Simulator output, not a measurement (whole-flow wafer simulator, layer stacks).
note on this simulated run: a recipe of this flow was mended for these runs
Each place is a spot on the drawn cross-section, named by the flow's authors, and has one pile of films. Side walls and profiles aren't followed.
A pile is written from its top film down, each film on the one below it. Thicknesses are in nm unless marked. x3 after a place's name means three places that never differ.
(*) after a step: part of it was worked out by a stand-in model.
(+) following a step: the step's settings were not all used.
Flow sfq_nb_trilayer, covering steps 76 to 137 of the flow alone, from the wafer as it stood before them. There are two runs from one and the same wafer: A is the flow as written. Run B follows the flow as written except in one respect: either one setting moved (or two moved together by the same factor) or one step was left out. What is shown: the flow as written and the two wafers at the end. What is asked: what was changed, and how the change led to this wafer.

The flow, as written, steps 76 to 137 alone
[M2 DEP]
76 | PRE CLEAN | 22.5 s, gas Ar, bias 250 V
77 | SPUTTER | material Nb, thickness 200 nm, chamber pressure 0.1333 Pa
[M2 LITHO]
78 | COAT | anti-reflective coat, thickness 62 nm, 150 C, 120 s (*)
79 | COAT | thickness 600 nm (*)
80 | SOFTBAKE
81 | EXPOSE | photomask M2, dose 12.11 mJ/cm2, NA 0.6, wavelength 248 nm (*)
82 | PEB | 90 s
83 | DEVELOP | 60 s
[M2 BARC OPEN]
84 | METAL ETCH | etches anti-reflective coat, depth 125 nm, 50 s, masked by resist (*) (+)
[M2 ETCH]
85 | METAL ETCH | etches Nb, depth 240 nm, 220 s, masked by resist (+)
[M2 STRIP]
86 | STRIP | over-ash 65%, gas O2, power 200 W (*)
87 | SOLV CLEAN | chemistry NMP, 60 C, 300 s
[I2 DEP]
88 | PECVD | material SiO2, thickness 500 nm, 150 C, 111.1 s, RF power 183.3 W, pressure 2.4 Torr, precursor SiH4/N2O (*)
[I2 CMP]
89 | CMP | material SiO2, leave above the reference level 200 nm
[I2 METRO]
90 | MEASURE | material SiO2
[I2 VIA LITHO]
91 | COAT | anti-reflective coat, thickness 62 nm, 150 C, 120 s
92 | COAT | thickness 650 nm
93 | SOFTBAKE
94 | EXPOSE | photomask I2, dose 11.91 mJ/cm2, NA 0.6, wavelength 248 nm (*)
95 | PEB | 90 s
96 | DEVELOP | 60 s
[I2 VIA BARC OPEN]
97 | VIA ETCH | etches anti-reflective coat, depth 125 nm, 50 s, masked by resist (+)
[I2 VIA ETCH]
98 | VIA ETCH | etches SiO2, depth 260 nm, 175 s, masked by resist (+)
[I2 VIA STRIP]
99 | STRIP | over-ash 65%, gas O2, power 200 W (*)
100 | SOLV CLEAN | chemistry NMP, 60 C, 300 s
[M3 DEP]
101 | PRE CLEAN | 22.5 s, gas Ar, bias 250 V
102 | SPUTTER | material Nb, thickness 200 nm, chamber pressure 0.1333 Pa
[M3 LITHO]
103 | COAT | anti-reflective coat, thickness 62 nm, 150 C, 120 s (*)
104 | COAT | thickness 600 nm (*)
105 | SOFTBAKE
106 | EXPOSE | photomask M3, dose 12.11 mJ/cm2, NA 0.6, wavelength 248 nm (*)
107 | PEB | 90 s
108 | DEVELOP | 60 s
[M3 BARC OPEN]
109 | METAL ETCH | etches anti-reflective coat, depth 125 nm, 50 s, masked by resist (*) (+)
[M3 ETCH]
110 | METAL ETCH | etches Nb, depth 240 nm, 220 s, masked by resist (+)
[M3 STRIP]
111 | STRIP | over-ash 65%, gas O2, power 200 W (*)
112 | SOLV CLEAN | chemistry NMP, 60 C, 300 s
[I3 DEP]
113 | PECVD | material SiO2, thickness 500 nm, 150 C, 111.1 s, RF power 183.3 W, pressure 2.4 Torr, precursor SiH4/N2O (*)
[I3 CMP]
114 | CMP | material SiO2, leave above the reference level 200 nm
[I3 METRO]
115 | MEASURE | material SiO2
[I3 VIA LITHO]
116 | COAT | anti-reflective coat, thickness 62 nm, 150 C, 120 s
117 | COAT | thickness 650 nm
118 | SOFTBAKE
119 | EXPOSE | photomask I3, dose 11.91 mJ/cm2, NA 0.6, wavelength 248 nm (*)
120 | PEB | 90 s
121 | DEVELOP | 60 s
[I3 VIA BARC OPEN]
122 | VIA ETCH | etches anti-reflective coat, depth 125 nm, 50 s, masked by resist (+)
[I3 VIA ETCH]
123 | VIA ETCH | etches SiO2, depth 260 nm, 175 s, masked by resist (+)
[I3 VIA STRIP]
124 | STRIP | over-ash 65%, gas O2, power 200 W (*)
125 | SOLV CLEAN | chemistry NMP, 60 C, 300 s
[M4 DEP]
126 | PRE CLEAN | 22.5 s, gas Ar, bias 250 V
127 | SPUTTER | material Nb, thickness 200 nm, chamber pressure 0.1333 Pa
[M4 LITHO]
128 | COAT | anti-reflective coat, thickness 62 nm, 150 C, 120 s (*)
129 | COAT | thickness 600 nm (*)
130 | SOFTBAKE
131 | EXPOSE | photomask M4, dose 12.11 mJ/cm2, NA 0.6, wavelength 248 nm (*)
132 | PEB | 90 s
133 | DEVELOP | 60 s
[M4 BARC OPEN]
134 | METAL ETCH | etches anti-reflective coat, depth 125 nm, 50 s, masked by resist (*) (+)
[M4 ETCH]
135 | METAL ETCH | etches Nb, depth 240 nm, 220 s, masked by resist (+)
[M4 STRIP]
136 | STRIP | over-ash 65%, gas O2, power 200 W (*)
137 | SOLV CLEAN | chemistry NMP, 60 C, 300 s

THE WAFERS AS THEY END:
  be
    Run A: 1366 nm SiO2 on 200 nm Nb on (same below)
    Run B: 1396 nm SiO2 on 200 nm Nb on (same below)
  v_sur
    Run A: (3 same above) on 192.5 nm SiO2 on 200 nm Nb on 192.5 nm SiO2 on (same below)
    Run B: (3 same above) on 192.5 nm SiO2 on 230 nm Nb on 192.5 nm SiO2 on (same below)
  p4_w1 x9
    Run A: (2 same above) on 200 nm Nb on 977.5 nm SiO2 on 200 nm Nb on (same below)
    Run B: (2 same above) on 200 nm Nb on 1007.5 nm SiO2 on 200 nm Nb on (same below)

What caused this: step 77, SPUTTER: thickness 230 nm was run, whereas the flow has thickness 200 nm.
One can read it off the wafer: v_sur has Nb 230, and step 77 as written asks for 200 nm.

How this came from the change, step by step:
  77 | SPUTTER | material Nb, thickness 200 nm, chamber pressure 0.1333 Pa
      field_l, v_sur, via_wl and 102 more: A +200 Nb (new film) | B +230 Nb (new film)
      via_v: A +172.8 Nb | B +198.9 Nb
  85 | METAL ETCH | etches Nb, depth 240 nm, 220 s, masked by resist (+)
      field_l, be, be_sur and 81 more: A -200 Nb (all of it), -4 SiO2 | B -230 Nb (all of it), -1 SiO2
  89 | CMP | material SiO2, leave above the reference level 200 nm
      field_l, be, be_sur and 81 more: A -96 SiO2 | B -69 SiO2
